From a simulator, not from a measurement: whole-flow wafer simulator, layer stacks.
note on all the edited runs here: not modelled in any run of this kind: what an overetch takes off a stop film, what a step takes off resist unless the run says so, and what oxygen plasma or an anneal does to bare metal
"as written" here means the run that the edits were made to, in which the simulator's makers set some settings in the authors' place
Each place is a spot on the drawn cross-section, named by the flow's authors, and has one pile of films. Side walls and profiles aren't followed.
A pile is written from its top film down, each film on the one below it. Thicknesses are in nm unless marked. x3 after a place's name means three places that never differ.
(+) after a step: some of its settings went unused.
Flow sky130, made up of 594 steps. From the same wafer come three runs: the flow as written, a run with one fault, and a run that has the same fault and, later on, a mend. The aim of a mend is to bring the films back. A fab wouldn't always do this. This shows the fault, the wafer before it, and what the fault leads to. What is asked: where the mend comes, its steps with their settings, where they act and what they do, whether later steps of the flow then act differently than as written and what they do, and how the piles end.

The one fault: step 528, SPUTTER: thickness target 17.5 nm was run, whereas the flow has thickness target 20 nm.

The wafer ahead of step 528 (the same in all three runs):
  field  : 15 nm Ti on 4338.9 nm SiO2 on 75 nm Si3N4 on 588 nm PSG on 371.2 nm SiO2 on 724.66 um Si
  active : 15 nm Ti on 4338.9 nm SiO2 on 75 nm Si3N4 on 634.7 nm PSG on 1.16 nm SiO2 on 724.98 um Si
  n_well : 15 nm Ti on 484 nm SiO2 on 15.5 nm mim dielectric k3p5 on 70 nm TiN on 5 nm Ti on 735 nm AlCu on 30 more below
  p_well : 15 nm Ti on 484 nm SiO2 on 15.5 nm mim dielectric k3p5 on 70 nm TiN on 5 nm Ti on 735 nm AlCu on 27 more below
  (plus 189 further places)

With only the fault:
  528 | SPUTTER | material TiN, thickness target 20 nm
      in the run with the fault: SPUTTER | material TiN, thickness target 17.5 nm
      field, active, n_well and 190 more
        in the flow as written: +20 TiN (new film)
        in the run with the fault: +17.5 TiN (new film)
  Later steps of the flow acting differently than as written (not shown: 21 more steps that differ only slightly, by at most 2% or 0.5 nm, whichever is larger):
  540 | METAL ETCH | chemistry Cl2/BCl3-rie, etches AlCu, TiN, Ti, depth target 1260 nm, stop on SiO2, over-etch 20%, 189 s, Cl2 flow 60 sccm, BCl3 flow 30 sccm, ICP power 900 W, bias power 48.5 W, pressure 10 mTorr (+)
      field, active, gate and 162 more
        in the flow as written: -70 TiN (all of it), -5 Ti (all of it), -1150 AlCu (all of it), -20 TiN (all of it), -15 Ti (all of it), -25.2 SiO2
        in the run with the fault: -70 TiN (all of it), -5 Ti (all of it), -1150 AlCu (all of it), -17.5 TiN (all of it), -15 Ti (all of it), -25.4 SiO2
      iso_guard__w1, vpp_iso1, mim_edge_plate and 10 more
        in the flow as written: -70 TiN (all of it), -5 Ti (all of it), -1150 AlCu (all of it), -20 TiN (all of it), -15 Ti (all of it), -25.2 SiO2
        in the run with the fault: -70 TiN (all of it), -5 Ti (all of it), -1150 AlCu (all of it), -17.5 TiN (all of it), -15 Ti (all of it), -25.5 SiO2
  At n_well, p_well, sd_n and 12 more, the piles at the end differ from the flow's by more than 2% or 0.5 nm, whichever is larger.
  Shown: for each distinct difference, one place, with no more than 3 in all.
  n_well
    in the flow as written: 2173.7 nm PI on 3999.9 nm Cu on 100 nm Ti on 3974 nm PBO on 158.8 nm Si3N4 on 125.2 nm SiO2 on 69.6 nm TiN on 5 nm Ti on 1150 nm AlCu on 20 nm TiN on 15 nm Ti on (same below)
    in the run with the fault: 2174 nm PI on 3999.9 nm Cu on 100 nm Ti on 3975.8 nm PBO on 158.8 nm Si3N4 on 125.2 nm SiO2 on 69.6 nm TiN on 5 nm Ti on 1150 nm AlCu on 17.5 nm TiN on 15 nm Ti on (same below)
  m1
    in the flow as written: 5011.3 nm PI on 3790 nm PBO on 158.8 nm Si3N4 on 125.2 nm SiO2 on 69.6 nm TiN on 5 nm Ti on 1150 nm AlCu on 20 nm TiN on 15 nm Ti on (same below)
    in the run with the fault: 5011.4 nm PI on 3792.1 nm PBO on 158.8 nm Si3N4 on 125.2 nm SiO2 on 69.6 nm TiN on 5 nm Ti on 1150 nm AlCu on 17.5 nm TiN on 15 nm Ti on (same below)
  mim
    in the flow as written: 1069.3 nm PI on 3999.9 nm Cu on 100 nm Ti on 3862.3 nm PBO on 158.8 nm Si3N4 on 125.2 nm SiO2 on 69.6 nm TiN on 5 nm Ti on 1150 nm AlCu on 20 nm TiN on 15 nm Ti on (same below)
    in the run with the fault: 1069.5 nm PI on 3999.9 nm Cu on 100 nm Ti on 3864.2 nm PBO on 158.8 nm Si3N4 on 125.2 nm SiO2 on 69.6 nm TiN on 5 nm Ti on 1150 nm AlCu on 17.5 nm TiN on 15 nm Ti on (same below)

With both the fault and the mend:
  The mend stands after step 528.
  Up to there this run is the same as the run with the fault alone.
  528a | SPUTTER | material TiN, thickness target 2.5 nm (the flow's step 528, run once more with other settings)
      field, active, n_well and 190 more
        +2.5 TiN
  None of the later steps of the flow acts differently than as written at any place that is followed.
  By the end, the piles equal the flow's at every place that both follow.
